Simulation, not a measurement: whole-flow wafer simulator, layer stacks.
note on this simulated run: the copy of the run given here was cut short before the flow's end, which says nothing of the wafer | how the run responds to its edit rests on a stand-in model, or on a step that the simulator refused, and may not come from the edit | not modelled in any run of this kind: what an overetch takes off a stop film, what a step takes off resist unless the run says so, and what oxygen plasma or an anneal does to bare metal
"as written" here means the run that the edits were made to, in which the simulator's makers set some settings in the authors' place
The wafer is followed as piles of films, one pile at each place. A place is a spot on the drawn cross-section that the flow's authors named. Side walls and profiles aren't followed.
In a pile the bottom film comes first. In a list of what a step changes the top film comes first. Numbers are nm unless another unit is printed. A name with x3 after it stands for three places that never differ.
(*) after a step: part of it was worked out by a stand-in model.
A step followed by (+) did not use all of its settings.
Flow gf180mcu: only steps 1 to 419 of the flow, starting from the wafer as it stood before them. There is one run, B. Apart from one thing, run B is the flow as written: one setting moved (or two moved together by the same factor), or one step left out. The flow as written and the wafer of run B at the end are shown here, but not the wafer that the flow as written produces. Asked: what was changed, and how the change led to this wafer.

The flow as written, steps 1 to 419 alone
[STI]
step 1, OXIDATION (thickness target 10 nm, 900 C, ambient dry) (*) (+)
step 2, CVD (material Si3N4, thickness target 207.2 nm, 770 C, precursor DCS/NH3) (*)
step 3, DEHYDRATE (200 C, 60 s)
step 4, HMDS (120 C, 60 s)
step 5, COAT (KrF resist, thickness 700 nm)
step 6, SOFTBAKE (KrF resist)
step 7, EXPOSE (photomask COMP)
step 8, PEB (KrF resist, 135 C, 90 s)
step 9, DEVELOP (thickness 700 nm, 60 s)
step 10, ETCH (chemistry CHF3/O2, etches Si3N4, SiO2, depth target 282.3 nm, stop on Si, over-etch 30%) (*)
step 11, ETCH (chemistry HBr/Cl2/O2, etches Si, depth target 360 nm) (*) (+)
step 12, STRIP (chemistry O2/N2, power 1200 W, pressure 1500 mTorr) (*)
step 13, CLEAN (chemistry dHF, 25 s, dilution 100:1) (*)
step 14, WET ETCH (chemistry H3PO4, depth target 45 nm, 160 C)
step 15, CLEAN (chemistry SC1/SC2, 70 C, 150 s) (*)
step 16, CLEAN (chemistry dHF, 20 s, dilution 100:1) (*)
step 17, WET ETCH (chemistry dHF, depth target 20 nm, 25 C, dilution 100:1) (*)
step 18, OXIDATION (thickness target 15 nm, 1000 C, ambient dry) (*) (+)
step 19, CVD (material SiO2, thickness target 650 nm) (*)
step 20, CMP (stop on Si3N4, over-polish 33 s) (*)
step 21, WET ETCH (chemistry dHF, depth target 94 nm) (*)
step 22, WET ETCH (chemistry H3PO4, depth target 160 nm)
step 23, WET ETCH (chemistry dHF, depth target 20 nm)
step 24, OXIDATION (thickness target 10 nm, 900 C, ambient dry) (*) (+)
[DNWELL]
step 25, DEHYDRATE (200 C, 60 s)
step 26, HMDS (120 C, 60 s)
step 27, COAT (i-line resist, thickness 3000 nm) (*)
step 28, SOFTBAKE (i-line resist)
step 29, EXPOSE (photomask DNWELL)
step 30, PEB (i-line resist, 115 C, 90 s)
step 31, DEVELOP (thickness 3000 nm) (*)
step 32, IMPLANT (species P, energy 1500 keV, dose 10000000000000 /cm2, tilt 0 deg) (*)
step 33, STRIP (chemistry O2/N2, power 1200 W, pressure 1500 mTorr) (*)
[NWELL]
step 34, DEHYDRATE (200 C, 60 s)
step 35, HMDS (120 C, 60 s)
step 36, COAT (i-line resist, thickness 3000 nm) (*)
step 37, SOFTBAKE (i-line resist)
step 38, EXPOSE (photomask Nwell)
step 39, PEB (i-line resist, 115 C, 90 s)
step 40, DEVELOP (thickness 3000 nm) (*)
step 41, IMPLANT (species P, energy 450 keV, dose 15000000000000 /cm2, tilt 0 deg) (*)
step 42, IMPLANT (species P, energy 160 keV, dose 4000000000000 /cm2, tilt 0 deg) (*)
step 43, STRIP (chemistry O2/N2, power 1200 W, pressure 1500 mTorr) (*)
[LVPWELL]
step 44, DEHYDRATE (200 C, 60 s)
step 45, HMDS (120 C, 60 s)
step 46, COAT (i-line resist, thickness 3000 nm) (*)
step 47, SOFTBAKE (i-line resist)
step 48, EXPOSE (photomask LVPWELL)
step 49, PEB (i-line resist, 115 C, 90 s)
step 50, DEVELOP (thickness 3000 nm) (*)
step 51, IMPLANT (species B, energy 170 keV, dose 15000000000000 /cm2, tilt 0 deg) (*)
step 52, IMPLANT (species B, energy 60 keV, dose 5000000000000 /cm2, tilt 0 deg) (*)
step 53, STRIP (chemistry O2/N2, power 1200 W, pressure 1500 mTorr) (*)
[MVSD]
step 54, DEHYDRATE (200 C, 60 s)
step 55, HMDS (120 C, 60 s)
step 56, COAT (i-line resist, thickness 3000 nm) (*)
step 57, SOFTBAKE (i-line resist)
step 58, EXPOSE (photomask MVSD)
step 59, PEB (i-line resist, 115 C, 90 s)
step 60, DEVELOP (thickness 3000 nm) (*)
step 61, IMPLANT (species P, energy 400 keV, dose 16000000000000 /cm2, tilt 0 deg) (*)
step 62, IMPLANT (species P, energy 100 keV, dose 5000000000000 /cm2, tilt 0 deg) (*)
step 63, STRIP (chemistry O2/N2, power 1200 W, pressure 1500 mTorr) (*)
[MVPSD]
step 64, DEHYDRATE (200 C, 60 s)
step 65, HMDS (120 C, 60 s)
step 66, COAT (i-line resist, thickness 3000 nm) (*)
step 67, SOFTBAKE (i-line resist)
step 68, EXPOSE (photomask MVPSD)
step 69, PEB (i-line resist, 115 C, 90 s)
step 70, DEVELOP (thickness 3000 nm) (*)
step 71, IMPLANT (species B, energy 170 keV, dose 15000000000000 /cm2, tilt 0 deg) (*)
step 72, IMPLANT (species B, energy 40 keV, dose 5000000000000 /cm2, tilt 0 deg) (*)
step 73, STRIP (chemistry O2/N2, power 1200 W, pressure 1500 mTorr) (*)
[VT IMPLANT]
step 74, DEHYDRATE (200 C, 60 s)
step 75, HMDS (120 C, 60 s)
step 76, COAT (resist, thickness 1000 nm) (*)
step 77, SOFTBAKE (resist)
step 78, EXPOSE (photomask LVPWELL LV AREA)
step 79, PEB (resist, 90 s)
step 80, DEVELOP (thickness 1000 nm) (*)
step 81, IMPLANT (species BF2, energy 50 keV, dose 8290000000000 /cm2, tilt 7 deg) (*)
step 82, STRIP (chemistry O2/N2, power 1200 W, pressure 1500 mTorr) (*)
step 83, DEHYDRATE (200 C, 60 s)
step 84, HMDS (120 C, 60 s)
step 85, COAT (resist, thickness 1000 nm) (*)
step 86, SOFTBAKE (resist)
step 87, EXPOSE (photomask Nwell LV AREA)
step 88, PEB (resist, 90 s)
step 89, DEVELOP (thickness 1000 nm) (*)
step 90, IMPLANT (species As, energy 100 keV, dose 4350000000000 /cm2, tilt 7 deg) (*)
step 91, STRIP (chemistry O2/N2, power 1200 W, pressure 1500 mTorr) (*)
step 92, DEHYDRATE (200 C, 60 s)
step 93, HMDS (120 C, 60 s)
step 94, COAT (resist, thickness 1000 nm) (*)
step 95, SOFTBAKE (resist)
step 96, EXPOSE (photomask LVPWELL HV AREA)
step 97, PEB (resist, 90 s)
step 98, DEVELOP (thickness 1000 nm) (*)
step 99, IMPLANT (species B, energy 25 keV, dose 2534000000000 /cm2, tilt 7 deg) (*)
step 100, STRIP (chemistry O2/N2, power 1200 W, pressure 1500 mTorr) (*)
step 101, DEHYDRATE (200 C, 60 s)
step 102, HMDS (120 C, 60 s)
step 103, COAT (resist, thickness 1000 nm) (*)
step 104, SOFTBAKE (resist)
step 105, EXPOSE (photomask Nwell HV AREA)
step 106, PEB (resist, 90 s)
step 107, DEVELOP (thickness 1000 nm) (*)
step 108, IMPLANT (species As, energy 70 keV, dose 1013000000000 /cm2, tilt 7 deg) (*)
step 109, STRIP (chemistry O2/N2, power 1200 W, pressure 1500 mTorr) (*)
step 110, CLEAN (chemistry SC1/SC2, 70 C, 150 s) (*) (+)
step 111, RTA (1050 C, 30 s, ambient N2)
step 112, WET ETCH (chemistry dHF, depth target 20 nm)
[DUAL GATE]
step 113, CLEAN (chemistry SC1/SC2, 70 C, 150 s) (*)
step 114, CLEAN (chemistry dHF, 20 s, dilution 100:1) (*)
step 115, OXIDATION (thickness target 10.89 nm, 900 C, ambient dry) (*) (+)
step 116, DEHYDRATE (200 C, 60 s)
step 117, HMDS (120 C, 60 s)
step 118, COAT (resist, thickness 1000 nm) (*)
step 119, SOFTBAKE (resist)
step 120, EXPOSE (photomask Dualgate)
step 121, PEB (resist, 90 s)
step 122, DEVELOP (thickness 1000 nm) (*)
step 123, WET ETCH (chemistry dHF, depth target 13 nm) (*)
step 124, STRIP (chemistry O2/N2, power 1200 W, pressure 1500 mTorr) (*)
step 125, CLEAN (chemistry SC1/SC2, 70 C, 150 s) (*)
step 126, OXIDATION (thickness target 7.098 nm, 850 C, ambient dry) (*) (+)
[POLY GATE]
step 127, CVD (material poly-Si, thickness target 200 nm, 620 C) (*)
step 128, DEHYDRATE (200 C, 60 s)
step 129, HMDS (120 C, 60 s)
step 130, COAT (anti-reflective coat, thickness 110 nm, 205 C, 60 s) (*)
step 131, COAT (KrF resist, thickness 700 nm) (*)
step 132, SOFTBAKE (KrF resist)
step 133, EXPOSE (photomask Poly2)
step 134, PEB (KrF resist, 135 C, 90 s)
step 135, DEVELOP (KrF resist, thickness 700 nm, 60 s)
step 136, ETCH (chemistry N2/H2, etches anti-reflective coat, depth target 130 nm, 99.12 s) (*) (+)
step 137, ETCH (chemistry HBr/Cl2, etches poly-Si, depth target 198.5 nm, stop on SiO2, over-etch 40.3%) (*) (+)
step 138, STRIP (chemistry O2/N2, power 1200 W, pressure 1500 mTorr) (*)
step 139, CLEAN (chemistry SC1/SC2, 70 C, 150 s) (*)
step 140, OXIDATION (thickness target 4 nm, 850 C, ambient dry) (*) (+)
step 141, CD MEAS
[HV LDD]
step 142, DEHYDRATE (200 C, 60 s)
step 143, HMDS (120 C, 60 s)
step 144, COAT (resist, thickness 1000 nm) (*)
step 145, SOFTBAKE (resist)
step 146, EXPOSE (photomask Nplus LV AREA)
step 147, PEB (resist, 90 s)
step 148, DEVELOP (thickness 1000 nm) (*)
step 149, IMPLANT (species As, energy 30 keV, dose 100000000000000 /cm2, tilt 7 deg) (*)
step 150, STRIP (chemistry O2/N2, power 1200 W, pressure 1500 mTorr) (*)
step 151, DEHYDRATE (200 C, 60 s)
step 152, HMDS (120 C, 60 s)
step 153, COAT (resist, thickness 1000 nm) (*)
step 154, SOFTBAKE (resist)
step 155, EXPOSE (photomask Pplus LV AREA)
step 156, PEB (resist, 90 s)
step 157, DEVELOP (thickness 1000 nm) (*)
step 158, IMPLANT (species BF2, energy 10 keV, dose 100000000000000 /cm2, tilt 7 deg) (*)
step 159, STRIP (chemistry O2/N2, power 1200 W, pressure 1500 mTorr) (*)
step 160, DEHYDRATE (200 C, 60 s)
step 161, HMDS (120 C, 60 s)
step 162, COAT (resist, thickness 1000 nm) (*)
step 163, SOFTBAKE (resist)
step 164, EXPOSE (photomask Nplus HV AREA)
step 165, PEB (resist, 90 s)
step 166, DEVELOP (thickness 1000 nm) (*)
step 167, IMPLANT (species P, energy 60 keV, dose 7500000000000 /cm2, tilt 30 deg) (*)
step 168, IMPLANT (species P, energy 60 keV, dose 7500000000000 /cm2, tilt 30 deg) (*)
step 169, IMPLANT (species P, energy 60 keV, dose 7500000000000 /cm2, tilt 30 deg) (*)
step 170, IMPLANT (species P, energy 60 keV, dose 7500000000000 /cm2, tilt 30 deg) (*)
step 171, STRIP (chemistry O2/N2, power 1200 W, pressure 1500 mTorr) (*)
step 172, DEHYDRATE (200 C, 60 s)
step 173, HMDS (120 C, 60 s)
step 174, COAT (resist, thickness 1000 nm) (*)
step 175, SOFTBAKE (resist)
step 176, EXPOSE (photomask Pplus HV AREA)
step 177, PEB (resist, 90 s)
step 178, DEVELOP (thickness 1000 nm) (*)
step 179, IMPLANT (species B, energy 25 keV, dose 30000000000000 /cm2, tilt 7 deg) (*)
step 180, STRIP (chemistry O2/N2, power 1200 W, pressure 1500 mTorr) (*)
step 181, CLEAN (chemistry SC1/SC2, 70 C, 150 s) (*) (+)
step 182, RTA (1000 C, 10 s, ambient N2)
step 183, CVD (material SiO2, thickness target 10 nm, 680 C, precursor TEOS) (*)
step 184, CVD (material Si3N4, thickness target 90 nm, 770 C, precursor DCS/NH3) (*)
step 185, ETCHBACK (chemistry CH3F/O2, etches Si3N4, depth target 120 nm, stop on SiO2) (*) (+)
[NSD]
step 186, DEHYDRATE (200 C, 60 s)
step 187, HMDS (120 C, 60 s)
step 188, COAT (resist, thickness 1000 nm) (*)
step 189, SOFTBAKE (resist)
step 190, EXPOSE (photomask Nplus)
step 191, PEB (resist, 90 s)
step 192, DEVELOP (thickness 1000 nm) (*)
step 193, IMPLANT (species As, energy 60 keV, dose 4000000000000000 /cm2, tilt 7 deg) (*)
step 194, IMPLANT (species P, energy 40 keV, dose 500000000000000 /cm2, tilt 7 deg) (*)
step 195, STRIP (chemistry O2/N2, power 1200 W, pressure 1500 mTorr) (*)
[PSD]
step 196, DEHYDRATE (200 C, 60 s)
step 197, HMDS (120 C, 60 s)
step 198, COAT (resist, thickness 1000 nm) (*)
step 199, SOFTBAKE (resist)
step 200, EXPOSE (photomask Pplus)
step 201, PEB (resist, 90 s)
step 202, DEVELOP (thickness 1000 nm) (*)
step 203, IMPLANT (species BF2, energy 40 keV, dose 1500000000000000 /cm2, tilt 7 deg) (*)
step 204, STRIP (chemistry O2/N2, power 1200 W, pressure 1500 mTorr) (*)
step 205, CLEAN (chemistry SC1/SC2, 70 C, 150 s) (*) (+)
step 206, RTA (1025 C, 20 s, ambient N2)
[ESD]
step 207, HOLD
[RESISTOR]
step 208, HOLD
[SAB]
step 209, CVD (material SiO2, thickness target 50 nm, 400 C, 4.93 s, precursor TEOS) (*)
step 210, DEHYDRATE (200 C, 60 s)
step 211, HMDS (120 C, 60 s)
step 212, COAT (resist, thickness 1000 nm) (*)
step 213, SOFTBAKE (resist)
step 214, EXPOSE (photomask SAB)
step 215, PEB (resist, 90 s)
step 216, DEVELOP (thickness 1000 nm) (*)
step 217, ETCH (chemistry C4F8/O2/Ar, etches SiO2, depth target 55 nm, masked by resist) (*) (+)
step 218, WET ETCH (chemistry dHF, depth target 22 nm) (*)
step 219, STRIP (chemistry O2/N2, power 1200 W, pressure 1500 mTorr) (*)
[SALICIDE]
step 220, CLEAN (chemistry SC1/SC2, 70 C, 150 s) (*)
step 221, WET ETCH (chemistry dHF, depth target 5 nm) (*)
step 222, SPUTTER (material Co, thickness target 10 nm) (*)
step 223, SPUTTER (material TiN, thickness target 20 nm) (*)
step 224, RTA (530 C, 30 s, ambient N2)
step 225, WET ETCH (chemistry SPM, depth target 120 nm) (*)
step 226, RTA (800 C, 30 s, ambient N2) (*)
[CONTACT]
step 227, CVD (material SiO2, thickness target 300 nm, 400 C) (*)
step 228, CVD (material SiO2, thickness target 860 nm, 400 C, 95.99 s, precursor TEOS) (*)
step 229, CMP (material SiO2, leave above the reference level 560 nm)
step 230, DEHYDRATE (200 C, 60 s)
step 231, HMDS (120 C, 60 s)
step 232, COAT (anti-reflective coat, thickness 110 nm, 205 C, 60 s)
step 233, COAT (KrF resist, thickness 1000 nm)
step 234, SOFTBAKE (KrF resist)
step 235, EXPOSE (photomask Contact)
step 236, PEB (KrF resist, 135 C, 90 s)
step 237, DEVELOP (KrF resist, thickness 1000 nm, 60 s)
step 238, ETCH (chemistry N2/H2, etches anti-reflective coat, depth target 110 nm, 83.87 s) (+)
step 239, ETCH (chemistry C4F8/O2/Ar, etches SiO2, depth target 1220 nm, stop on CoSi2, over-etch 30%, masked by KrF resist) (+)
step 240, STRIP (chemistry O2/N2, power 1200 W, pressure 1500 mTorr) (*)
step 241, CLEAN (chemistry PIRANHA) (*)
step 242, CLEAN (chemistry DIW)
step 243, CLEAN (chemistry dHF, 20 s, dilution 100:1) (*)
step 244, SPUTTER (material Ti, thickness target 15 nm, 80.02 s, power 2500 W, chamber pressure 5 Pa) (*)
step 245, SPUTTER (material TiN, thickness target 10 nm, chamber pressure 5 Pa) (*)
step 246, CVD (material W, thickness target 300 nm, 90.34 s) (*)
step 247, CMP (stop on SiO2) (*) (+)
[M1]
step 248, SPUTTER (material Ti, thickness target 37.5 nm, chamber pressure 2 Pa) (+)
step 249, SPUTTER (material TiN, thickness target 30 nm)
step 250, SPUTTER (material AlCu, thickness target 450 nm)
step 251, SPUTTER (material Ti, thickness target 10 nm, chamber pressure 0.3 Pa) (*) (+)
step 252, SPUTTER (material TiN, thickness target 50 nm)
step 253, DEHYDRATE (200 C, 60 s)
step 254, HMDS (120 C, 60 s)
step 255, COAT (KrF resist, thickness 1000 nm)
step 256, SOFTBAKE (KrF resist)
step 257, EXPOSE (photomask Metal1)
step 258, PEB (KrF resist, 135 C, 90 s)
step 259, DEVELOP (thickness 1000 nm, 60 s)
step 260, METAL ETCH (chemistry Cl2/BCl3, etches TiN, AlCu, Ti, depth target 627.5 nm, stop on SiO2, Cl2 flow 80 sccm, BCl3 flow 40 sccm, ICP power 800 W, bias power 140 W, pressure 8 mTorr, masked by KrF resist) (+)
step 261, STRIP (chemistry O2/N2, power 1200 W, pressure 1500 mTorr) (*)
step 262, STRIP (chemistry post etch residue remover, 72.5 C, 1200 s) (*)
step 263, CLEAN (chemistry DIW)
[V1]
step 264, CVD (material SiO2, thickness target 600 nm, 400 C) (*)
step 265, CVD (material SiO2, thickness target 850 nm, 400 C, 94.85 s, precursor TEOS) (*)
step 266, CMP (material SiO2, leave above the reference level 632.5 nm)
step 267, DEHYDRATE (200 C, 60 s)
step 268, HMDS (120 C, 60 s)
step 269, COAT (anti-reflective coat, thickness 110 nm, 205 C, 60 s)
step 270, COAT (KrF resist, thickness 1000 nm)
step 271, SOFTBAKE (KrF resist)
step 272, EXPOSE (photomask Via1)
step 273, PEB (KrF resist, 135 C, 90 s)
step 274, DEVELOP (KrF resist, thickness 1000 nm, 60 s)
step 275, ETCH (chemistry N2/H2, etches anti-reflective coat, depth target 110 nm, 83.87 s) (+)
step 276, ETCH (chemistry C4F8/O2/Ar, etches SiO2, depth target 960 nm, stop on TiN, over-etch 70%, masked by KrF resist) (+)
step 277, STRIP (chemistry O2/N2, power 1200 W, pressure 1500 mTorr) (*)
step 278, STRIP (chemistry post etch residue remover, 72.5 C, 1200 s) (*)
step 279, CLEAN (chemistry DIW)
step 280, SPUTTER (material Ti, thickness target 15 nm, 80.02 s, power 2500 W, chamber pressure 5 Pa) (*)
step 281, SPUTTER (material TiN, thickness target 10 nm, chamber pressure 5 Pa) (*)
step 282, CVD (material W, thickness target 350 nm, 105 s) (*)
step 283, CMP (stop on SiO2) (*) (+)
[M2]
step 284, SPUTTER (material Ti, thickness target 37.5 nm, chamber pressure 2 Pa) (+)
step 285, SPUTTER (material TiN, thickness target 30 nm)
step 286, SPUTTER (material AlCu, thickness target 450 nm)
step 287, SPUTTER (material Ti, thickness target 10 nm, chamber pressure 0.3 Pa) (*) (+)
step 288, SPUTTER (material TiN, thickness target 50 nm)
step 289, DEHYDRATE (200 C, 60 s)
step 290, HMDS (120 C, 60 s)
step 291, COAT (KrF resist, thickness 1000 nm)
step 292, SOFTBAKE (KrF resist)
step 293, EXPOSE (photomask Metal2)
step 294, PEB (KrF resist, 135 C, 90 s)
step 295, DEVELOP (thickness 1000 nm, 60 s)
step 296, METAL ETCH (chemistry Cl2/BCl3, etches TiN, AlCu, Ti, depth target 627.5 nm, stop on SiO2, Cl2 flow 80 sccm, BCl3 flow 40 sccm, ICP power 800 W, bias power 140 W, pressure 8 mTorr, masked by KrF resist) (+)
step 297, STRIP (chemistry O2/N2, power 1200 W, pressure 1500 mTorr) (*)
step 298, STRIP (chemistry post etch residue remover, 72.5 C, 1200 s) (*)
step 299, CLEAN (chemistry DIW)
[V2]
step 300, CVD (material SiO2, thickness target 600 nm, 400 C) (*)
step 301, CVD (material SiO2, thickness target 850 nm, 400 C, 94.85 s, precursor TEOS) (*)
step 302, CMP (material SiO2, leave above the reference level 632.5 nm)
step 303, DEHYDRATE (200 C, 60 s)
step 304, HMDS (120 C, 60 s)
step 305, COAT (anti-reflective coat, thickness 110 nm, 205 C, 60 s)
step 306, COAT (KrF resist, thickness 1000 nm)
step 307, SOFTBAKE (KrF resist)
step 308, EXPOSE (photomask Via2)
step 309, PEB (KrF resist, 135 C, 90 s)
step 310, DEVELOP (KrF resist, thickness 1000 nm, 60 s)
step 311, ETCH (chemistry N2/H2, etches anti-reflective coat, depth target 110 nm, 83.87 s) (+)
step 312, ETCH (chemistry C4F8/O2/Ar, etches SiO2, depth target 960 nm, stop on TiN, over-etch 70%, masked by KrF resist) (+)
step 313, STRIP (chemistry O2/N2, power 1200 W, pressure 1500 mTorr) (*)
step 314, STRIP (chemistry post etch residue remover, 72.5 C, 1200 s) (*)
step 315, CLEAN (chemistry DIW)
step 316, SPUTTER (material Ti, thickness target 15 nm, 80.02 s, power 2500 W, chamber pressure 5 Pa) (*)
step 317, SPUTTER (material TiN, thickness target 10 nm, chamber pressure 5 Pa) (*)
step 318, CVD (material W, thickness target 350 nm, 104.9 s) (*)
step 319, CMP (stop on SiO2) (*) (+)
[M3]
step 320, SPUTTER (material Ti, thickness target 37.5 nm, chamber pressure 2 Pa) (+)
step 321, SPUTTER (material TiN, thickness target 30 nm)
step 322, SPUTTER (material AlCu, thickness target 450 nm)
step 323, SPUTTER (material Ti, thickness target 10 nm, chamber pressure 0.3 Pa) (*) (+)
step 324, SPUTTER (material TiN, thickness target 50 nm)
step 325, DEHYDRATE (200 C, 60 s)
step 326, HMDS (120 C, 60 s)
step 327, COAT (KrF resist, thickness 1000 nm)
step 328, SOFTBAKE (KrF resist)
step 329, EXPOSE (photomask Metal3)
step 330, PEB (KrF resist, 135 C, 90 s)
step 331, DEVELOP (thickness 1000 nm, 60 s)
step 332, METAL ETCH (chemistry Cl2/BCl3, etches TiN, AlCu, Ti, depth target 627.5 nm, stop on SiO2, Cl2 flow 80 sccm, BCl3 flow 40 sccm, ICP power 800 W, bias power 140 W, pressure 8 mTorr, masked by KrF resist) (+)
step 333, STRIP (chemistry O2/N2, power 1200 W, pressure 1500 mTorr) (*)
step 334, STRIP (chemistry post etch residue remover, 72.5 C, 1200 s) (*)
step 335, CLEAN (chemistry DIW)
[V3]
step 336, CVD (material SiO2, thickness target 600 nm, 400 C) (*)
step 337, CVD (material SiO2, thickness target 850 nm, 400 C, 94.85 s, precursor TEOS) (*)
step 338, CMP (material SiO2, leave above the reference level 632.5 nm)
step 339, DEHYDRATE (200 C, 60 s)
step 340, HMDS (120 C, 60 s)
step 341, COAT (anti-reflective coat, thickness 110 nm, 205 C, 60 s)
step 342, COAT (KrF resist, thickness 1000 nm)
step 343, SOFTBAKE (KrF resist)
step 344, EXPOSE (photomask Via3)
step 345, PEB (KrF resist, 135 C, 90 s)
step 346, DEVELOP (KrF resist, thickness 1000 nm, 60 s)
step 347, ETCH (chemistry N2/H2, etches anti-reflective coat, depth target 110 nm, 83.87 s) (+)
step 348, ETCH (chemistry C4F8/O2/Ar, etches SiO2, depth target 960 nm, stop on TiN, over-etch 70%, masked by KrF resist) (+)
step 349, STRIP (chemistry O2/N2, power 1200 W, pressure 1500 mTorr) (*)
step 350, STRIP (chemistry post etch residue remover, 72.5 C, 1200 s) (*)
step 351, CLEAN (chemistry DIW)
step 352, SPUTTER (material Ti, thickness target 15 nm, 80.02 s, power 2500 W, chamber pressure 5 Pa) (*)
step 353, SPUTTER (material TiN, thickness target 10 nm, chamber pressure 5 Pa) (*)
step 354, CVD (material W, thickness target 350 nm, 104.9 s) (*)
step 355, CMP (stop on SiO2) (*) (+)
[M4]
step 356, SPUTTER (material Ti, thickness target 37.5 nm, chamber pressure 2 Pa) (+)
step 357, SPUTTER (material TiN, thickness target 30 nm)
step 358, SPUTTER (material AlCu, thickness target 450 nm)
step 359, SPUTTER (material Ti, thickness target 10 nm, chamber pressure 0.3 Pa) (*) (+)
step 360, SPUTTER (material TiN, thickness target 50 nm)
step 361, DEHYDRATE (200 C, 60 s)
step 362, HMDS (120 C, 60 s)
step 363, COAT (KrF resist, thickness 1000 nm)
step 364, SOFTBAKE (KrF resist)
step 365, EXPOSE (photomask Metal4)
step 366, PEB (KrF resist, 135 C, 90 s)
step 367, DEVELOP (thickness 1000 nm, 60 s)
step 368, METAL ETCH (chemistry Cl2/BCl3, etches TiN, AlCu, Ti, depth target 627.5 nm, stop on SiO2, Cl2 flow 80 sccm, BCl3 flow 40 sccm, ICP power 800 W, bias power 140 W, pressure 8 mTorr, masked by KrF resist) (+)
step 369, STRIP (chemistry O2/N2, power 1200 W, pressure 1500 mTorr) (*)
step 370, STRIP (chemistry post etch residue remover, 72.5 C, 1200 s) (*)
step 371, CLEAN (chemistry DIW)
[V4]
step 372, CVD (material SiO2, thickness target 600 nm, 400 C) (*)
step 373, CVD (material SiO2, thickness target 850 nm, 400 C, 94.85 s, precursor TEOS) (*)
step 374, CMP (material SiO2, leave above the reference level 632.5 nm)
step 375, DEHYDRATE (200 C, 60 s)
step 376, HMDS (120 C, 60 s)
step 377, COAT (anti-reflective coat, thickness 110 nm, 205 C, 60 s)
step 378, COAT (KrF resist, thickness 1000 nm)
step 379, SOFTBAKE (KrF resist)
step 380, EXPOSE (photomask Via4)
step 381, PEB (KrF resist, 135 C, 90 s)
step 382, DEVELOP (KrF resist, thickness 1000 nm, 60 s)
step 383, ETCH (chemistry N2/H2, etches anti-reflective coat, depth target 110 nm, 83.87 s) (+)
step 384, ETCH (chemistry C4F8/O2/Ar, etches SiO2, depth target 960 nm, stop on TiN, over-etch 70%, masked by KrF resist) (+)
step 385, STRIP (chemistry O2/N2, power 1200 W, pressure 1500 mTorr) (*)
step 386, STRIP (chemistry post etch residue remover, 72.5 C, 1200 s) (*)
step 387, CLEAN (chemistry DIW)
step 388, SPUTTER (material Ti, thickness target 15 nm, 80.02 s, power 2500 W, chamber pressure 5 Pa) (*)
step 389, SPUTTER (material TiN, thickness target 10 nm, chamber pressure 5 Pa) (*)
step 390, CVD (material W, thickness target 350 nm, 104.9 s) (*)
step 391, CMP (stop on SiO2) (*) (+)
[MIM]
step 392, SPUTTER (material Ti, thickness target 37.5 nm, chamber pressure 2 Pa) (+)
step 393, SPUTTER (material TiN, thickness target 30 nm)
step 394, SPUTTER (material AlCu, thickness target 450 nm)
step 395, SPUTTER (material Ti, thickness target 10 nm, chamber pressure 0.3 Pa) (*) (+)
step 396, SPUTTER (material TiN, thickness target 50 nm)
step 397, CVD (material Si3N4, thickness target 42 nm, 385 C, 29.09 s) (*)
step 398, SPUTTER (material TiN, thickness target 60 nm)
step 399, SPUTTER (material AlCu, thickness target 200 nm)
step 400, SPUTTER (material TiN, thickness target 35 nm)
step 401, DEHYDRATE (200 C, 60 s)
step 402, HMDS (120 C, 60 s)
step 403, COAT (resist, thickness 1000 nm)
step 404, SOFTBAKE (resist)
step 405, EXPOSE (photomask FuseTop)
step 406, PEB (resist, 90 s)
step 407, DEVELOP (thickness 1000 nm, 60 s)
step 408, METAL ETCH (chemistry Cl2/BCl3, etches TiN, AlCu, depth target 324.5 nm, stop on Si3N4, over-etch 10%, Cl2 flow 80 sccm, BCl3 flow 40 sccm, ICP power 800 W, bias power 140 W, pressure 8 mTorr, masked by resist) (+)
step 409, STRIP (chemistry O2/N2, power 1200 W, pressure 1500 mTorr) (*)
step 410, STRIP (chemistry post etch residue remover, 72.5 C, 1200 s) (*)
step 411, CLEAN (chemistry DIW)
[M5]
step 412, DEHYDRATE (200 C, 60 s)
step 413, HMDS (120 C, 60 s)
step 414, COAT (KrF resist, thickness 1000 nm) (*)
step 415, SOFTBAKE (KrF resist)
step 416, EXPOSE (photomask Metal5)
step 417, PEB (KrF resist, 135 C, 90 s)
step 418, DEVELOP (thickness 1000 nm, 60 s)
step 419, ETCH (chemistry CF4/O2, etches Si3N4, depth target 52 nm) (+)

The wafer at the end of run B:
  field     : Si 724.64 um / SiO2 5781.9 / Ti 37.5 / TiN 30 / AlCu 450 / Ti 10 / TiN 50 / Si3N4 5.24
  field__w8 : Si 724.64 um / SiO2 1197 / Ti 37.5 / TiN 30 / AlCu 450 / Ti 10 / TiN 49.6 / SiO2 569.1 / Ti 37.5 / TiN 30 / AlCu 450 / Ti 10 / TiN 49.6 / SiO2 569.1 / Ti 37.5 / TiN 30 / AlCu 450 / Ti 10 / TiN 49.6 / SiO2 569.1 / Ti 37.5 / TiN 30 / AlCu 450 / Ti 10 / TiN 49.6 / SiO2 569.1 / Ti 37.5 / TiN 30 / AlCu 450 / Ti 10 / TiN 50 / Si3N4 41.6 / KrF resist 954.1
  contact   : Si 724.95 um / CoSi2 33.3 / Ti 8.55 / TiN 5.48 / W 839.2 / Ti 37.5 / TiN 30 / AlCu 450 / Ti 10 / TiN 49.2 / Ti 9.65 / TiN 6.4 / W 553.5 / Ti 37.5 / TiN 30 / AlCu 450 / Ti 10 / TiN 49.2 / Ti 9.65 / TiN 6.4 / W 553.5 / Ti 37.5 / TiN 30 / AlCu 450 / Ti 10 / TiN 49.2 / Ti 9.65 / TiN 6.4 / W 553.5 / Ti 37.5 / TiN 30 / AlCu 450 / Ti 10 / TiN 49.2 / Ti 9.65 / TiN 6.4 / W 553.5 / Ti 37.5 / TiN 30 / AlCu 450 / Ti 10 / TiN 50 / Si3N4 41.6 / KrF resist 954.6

The reason: step 419, ETCH: depth target 36.4 nm was run, though the flow has depth target 52 nm.

The path from the change to this, step by step:
  step 419, ETCH (chemistry CF4/O2, etches Si3N4, depth target 52 nm) (+)
      field, field__w1, field__w2 and 101 more: -36.4 Si3N4 (it would be, as written: -41.6 Si3N4 (all of it), -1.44 TiN)
      field__w4, field__w8, contact, m1, m1__w1, mim, mim_1p0, m1_nw: -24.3 KrF resist (it would be, as written: -34.7 KrF resist)
